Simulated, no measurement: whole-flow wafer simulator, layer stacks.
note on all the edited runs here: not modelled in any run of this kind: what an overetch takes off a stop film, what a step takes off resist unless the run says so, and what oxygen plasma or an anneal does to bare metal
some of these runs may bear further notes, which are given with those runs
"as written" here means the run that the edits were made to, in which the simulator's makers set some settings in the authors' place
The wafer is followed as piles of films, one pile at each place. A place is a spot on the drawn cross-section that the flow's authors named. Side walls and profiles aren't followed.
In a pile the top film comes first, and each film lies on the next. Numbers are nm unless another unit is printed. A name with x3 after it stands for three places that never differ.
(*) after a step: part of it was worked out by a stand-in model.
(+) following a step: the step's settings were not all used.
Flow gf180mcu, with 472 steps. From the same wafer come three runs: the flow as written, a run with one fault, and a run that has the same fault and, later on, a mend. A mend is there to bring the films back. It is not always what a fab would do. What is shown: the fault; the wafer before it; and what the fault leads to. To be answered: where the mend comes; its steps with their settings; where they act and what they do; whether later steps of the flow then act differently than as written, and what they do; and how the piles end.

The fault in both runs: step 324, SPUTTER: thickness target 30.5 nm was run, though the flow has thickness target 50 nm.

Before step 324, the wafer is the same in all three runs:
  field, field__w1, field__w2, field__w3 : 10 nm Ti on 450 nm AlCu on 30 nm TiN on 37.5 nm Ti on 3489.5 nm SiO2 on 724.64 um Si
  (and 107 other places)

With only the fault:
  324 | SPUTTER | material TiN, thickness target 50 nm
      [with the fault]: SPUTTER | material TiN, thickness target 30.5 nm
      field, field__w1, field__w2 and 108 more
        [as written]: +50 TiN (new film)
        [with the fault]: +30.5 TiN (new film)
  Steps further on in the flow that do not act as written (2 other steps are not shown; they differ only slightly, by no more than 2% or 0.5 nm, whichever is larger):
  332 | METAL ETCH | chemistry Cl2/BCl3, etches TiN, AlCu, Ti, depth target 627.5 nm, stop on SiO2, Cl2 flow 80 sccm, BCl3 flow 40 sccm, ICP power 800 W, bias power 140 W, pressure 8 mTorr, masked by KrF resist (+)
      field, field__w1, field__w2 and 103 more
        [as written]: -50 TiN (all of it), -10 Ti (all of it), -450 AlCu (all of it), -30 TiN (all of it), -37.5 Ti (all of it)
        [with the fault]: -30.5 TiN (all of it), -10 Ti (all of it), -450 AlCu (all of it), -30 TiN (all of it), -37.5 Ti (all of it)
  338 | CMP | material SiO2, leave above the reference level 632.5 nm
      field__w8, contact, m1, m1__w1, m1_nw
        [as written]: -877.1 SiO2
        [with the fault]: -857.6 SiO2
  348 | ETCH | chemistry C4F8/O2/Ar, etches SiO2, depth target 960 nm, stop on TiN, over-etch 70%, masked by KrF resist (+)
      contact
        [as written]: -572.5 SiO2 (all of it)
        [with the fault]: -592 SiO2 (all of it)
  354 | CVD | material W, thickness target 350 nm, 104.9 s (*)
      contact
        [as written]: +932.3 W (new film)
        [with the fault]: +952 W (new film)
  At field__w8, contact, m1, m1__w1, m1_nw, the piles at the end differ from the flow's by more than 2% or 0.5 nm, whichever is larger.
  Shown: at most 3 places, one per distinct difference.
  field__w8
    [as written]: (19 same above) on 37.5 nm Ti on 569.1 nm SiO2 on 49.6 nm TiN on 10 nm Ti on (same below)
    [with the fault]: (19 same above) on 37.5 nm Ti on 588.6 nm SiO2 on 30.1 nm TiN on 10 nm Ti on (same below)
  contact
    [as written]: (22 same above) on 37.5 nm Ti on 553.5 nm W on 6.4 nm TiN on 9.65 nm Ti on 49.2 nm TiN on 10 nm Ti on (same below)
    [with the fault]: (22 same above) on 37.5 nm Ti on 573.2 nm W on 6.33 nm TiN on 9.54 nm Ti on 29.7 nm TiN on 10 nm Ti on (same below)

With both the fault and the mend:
  The mend stands after step 331.
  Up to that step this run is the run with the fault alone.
  331a | STRIP | chemistry O2/N2, power 2160 W, pressure 1700 mTorr (*)
      field__w8, contact, m1, m1__w1, m1_nw
        -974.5 KrF resist (all of it)
  331b | SPUTTER | material TiN, thickness target 19.5 nm (a further turn of the flow's step 324, with different settings)
      field, field__w1, field__w2 and 108 more
        +19.5 TiN
  331c | HMDS | 120 C, 60 s (a further turn of the flow's step 326)
      does not change any film at any place that is followed
  331d | COAT | KrF resist, thickness 1000 nm (a further turn of the flow's step 327)
      field, field__w1, field__w2 and 108 more
        +1000 KrF resist (new film)
  331e | SOFTBAKE | KrF resist (a further turn of the flow's step 328)
      does not change any film at any place that is followed
  331f | EXPOSE | photomask Metal3 (a further turn of the flow's step 329)
      does not change any film at any place that is followed
  331g | PEB | KrF resist, 135 C, 90 s (a further turn of the flow's step 330)
      field, field__w1, field__w2 and 108 more
        -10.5 KrF resist
  331h | DEVELOP | thickness 1000 nm, 60 s (a further turn of the flow's step 331)
      field, field__w1, field__w2 and 103 more
        -989.5 KrF resist (all of it)
      field__w8, contact, m1, m1__w1, m1_nw
        -14.9 KrF resist
  None of the later steps of the flow acts differently than as written at any place that is followed.
  By the end, the piles equal the flow's at every place that both follow.
